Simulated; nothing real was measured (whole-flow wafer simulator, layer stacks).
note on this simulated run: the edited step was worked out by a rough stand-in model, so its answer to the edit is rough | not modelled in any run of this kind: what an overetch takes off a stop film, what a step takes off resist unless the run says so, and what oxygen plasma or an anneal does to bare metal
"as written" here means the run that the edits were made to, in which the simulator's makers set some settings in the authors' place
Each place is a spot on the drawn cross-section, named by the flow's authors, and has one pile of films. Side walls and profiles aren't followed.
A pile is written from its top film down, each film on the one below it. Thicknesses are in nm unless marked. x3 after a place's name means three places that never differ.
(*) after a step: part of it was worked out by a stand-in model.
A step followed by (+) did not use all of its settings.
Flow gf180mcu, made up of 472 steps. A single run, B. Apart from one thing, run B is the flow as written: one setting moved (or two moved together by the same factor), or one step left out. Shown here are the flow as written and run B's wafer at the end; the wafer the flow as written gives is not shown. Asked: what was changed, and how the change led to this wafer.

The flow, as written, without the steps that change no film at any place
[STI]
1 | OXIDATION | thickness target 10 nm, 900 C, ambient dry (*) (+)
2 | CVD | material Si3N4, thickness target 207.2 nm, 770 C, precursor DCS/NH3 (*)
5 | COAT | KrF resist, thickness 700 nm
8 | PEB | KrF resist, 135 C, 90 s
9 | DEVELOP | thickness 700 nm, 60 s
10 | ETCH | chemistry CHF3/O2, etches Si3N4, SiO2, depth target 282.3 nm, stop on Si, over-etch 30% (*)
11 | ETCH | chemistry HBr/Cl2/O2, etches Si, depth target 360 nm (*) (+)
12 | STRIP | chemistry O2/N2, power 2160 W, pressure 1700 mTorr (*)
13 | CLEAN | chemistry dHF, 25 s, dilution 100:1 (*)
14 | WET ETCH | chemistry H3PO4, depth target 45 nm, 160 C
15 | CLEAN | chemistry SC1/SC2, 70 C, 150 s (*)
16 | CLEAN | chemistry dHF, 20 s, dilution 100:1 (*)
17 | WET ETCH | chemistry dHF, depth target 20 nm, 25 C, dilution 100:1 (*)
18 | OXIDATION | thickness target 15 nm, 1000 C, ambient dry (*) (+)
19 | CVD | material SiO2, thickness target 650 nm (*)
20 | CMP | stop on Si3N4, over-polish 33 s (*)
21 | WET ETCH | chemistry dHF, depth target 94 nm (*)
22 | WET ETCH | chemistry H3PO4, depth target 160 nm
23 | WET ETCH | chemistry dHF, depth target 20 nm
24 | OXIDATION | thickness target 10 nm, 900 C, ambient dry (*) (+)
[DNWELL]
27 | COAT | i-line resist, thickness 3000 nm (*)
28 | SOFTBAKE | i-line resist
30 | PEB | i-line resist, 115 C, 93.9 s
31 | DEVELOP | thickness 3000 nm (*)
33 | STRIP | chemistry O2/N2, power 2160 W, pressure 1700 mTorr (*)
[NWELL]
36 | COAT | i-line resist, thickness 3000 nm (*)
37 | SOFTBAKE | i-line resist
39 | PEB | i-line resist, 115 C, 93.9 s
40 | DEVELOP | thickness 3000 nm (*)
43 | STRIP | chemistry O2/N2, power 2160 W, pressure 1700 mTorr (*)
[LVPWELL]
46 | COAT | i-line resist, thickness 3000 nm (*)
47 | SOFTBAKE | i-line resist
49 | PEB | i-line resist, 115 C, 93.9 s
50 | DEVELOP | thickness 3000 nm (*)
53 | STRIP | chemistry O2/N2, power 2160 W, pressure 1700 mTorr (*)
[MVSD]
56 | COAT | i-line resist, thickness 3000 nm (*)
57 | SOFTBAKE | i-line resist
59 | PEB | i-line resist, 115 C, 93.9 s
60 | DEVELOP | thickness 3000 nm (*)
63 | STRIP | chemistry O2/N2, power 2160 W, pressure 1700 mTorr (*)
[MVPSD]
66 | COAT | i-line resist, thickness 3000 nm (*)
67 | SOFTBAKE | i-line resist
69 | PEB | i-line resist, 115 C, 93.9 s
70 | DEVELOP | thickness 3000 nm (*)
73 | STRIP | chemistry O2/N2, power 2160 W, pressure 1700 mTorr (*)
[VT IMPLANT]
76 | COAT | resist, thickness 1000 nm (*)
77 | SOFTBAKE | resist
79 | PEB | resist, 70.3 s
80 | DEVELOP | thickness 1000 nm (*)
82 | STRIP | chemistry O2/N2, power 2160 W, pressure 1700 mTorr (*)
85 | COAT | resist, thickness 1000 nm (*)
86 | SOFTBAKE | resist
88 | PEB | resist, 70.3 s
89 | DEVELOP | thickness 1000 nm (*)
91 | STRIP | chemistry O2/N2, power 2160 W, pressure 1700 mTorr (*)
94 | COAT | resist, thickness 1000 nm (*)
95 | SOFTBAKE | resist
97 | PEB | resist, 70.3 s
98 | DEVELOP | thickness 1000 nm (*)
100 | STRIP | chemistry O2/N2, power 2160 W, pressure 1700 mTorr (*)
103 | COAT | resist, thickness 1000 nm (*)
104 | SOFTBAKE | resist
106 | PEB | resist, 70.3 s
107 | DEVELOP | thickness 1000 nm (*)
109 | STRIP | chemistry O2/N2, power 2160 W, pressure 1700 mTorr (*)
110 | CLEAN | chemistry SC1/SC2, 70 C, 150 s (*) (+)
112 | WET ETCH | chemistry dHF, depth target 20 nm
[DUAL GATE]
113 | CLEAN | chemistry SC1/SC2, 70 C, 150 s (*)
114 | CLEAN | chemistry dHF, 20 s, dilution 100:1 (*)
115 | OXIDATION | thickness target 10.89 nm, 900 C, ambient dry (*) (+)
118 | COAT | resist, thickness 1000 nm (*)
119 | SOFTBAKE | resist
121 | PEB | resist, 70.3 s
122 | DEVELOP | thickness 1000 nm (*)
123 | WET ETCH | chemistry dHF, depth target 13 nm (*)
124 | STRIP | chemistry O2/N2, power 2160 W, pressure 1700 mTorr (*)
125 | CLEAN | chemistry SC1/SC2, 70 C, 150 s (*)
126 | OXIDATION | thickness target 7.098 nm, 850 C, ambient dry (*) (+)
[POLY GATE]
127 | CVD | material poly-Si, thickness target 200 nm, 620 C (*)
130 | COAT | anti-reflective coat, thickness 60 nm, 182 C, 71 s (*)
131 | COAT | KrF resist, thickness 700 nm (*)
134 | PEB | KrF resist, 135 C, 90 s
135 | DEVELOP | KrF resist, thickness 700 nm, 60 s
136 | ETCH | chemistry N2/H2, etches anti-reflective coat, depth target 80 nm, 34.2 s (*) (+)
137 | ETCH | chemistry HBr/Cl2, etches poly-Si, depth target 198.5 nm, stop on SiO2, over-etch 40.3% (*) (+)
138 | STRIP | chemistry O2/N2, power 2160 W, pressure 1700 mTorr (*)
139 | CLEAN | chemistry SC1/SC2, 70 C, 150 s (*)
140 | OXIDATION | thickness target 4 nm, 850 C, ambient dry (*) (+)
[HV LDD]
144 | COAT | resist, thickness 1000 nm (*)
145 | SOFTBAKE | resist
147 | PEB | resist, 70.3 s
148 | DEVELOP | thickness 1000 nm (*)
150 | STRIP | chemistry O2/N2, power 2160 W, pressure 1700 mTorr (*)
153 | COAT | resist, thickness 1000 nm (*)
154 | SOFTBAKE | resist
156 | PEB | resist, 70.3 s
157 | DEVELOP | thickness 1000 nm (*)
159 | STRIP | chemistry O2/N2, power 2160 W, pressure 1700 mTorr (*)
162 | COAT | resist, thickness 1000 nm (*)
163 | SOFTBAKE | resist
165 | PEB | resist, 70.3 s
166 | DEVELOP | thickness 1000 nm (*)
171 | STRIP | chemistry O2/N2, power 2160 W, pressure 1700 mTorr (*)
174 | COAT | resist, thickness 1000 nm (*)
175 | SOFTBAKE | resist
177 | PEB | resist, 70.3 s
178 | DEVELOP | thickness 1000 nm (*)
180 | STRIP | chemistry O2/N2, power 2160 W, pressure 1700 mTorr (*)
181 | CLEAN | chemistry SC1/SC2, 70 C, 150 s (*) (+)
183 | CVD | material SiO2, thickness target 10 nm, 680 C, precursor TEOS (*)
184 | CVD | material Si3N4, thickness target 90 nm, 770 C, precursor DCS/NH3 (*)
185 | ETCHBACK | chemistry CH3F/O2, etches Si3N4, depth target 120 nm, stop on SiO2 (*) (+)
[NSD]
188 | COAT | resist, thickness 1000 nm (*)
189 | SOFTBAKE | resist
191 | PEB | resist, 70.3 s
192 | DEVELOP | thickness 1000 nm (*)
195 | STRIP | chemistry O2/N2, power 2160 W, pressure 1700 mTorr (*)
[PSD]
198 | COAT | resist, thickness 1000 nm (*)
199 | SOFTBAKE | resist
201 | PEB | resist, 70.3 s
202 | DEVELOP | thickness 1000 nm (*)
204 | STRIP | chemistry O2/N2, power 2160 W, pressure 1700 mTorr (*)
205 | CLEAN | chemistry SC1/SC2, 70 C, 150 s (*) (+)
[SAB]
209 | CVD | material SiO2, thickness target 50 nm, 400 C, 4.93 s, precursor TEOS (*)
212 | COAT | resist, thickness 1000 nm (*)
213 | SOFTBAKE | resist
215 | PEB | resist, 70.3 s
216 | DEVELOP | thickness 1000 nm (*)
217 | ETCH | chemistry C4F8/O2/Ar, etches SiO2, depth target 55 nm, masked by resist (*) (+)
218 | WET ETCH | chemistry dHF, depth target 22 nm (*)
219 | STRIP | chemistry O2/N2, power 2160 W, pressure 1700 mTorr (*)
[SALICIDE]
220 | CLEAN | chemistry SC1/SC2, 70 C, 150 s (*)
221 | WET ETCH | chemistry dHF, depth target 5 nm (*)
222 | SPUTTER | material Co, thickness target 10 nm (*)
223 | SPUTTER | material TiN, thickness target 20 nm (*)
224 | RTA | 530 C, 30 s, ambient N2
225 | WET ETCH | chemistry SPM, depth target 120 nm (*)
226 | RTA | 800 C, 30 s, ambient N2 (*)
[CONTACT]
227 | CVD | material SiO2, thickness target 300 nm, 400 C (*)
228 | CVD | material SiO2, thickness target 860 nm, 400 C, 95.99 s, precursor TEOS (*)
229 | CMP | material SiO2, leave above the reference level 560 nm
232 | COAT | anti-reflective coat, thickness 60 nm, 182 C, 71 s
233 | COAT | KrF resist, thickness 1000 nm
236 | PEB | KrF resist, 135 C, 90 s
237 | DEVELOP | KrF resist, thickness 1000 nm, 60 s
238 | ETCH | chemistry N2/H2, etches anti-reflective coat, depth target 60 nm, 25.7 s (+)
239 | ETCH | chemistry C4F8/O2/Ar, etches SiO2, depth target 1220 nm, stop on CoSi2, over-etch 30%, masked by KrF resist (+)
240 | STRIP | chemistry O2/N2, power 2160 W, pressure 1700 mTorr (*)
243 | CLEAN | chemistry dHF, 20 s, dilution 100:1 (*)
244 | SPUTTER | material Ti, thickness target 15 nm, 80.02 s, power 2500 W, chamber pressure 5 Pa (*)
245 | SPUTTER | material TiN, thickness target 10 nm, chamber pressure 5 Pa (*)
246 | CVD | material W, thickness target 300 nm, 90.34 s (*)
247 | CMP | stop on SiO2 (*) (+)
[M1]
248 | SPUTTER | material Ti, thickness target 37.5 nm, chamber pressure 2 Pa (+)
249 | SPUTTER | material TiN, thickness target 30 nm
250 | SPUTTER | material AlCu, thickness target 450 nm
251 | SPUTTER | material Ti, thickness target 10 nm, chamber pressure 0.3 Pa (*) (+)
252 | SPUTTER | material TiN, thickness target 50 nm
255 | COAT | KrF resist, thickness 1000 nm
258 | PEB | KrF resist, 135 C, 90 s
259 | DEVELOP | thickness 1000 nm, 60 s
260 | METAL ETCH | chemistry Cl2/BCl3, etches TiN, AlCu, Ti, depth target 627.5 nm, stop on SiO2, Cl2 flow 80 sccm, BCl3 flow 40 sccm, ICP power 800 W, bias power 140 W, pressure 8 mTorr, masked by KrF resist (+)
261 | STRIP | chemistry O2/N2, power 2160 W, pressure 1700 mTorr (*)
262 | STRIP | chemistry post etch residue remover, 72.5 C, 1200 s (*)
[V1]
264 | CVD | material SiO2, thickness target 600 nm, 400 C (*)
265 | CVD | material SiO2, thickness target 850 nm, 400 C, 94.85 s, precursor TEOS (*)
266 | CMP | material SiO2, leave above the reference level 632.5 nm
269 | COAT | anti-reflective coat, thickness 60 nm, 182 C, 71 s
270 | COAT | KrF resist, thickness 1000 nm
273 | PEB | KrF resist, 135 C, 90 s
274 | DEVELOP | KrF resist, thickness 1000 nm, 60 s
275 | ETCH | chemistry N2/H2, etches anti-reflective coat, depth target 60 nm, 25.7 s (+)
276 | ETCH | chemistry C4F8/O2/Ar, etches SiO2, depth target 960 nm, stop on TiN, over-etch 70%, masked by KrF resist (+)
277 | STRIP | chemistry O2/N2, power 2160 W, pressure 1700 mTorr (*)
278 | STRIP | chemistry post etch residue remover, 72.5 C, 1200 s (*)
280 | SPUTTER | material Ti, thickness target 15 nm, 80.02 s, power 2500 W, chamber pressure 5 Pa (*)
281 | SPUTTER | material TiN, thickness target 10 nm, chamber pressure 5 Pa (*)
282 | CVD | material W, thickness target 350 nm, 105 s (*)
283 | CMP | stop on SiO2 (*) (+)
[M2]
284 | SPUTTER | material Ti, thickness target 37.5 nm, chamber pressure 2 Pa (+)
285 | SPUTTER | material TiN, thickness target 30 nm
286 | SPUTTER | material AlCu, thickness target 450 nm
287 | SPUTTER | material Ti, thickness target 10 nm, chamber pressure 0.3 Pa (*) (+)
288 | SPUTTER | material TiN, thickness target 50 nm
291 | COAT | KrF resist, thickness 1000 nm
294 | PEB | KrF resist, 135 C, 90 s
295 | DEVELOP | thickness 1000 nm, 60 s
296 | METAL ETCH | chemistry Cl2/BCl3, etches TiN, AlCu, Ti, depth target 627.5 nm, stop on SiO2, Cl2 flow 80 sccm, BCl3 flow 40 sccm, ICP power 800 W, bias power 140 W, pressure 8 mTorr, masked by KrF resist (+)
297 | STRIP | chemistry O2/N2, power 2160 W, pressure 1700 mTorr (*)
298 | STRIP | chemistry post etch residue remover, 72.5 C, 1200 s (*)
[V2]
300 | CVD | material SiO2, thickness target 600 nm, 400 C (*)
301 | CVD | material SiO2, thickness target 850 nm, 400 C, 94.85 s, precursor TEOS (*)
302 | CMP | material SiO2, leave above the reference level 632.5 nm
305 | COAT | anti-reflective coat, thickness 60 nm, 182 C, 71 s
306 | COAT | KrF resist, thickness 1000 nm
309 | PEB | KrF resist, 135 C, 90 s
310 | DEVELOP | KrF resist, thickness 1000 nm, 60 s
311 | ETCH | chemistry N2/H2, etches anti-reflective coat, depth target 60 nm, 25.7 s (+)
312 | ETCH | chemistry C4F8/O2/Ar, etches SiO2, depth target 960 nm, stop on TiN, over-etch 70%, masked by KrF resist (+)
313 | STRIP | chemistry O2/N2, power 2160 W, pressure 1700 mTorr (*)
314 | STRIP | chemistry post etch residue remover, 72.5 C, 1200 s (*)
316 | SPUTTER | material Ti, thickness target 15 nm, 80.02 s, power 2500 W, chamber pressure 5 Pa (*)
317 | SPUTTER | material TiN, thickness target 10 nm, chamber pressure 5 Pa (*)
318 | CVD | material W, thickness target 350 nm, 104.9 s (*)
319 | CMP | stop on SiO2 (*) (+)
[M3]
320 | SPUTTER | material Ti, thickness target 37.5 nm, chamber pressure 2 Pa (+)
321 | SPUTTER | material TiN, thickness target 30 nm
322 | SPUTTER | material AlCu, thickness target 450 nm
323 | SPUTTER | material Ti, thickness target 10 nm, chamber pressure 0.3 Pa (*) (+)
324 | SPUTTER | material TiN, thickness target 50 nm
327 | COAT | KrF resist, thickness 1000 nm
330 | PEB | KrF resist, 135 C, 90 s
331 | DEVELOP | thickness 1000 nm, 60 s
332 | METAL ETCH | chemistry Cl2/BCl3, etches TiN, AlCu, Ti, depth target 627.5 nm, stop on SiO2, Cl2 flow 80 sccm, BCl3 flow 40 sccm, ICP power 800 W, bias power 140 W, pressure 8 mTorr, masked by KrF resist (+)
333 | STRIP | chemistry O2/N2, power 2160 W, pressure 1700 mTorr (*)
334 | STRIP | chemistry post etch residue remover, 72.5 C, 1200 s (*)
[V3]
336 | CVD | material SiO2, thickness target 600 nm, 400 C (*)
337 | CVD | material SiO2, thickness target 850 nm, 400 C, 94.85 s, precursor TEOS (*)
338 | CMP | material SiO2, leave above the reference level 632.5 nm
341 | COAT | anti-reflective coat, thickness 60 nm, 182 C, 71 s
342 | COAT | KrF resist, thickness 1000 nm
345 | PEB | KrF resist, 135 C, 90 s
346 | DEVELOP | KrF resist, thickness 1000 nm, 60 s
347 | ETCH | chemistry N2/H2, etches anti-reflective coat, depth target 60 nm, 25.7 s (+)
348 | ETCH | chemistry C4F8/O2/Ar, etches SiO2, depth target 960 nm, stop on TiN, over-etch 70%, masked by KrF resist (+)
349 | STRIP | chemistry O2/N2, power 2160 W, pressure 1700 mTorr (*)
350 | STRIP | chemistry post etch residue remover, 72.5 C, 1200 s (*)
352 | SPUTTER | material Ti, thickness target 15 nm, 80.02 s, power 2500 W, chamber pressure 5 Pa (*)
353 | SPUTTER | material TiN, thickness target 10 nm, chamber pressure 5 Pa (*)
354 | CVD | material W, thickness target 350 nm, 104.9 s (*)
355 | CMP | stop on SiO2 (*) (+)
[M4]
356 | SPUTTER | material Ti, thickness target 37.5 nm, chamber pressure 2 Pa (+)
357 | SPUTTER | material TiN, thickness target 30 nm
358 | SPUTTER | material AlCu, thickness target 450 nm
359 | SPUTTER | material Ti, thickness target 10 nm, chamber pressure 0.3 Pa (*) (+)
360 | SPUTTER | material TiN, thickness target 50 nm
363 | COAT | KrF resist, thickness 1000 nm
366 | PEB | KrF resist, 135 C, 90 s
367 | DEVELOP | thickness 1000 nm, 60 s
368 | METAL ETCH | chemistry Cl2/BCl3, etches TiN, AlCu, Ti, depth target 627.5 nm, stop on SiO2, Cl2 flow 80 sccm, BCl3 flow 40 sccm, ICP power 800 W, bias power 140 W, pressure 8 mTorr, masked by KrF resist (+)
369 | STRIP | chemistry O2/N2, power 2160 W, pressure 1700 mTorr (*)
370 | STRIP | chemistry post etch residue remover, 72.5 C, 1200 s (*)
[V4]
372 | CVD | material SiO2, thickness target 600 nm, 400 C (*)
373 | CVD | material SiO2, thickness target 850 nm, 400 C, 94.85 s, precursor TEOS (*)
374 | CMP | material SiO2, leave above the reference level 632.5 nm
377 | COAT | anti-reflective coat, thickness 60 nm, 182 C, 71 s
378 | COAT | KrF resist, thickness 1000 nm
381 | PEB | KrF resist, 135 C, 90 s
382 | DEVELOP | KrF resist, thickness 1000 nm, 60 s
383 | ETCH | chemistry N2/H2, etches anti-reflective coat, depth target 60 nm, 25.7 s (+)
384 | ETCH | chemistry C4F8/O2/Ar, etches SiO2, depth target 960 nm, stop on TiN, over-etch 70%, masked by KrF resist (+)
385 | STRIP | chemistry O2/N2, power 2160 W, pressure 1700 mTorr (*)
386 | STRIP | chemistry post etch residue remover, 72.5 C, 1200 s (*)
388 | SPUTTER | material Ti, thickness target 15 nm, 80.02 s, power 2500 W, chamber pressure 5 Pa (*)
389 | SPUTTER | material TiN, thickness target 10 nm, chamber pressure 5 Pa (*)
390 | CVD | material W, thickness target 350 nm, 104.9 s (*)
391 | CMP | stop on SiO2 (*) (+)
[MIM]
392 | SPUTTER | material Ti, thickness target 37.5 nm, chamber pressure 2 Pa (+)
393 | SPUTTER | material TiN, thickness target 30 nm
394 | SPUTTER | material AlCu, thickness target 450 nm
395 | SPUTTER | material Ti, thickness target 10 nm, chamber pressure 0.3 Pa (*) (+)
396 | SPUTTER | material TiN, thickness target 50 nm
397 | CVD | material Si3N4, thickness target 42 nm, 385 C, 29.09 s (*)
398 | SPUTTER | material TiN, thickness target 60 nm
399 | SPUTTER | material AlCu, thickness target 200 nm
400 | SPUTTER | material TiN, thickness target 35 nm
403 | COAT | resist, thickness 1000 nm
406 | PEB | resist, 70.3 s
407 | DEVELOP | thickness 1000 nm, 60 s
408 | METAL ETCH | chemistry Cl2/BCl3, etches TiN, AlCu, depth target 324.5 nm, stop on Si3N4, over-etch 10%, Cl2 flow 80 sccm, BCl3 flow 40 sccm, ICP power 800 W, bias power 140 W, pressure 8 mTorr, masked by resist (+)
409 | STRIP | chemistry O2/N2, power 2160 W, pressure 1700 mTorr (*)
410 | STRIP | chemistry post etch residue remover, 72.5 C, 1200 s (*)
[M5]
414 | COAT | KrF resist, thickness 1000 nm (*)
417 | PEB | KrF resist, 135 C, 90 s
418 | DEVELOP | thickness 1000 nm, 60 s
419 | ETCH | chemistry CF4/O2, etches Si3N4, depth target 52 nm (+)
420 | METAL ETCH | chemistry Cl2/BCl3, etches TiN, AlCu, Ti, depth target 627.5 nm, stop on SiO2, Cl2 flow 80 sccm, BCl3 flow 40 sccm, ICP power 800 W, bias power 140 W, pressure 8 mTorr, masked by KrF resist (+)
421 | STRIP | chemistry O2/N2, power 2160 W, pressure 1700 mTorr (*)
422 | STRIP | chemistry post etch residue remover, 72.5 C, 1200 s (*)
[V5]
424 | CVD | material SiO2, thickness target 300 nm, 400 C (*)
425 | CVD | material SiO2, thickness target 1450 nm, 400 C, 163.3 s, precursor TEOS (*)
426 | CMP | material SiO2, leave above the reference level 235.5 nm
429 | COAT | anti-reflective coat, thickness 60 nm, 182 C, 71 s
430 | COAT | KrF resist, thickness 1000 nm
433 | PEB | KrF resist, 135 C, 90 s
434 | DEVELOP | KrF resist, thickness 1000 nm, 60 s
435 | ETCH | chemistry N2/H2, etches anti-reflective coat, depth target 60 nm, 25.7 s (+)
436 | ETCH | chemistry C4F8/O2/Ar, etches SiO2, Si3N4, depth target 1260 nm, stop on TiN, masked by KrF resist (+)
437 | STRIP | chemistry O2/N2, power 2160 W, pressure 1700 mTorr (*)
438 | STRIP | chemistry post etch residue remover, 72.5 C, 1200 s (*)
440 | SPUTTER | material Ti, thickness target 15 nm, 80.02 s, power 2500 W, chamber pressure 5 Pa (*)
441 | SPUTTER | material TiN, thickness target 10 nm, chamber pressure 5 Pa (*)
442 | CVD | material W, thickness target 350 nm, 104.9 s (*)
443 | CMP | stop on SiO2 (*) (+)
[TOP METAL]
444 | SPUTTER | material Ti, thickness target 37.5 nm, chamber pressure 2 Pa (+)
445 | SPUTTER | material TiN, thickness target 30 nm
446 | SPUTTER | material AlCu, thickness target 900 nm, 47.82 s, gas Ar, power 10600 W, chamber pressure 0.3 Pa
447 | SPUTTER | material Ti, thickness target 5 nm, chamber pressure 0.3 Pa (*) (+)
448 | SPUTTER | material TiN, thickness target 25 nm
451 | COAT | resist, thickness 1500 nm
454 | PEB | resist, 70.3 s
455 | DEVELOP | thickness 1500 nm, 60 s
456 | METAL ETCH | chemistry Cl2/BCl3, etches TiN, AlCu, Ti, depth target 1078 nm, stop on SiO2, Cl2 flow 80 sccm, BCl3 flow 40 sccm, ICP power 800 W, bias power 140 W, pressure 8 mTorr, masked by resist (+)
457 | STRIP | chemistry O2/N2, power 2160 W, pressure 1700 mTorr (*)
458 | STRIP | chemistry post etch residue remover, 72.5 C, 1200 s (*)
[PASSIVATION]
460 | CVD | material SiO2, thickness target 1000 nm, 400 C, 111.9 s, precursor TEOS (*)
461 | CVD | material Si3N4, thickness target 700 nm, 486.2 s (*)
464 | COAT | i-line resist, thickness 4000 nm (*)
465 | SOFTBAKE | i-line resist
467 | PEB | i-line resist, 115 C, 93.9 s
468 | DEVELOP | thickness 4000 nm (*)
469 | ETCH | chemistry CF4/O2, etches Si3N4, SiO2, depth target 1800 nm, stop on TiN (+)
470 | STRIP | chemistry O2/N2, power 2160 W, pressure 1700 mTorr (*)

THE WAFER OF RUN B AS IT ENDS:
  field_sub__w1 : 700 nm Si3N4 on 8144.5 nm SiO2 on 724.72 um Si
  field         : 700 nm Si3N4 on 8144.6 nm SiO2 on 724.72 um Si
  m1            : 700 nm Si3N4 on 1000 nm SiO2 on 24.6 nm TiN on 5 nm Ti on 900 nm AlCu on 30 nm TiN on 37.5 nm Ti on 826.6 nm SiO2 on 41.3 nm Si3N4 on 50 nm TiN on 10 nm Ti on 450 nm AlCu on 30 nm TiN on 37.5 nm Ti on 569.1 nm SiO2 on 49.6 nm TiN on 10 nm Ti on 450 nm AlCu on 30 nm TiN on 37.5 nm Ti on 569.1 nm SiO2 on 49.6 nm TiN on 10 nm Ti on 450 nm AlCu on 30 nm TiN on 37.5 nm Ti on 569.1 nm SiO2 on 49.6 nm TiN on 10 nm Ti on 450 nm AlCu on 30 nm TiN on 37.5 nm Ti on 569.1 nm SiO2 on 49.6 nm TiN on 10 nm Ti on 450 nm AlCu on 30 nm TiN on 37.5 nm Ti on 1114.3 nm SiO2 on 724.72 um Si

Cause: step 11, ETCH: depth target 277 nm was run, though the flow has depth target 360 nm.

How this came from the change, step by step:
  11 | ETCH | chemistry HBr/Cl2/O2, etches Si, depth target 360 nm (*) (+)
      active, n_well, p_well and 40 more: -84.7 KrF resist (as written it would have been: -112.3 KrF resist)
      field, field_sub, sti and 34 more: -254 Si (as written it would have been: -337 Si)
  12 | STRIP | chemistry O2/N2, power 2160 W, pressure 1700 mTorr (*)
      active, n_well, p_well and 40 more: -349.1 KrF resist (all of it) (as written it would have been: -321.4 KrF resist (all of it))
  19 | CVD | material SiO2, thickness target 650 nm (*)
      m1, ld_fp_n, ld_drift_n and 8 more: +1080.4 SiO2 (as written it would have been: +1163.4 SiO2)
  20 | CMP | stop on Si3N4, over-polish 33 s (*)
      sti, mim_1p0, pad and 11 more: -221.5 SiO2 (as written it would have been: -138.5 SiO2)
      nw_enc_fld, nw_enc_fld_lv: -225.5 SiO2 (as written it would have been: -142.5 SiO2)
      (also at 10 further places)
